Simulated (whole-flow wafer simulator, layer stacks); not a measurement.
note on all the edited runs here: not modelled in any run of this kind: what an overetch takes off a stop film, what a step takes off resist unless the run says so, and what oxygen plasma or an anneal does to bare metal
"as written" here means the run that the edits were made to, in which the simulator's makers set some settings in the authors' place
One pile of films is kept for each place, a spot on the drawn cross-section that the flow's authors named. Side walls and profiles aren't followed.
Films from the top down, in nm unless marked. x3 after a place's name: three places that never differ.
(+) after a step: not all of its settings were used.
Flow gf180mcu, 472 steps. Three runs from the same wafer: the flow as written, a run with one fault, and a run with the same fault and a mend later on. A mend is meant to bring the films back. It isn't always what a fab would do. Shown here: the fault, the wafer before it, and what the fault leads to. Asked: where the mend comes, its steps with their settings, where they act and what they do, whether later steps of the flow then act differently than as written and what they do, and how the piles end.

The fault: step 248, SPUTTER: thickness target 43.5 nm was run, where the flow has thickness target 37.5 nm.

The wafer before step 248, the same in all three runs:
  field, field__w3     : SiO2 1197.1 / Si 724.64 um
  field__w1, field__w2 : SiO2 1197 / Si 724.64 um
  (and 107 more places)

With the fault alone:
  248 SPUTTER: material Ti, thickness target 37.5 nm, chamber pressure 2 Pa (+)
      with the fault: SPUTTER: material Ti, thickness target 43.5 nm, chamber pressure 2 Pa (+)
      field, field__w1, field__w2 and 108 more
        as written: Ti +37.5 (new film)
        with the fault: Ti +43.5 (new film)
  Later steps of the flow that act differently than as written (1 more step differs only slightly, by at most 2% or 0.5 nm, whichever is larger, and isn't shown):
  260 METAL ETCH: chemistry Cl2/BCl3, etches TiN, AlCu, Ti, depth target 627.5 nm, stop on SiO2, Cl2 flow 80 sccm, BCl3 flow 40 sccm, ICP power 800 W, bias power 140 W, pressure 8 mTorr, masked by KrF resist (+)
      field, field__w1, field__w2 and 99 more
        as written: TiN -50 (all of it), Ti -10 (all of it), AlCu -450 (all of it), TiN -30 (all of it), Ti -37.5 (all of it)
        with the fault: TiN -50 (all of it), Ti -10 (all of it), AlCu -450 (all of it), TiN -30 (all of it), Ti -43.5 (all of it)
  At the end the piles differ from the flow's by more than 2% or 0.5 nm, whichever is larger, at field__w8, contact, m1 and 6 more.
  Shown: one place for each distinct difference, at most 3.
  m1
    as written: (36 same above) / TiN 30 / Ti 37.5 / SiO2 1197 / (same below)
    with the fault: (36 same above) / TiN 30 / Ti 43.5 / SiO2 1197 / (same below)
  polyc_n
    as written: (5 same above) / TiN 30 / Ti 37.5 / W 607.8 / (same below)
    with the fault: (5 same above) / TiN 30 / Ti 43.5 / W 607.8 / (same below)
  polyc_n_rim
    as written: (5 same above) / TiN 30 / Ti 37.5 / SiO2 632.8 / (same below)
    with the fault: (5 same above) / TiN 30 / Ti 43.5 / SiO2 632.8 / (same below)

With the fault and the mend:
  The mend comes after step 248.
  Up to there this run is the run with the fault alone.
  248a METAL ETCH: chemistry Cl2/BCl3, etches TiN, AlCu, Ti, depth target 6 nm, Cl2 flow 80 sccm, BCl3 flow 40 sccm, ICP power 800 W, bias power 140 W, pressure 8 mTorr
      field, field__w1, field__w2 and 108 more
        Ti -6
  No later step of the flow acts differently than as written at any place that is followed.
  At the end the piles are the same as the flow's at every place that both follow.
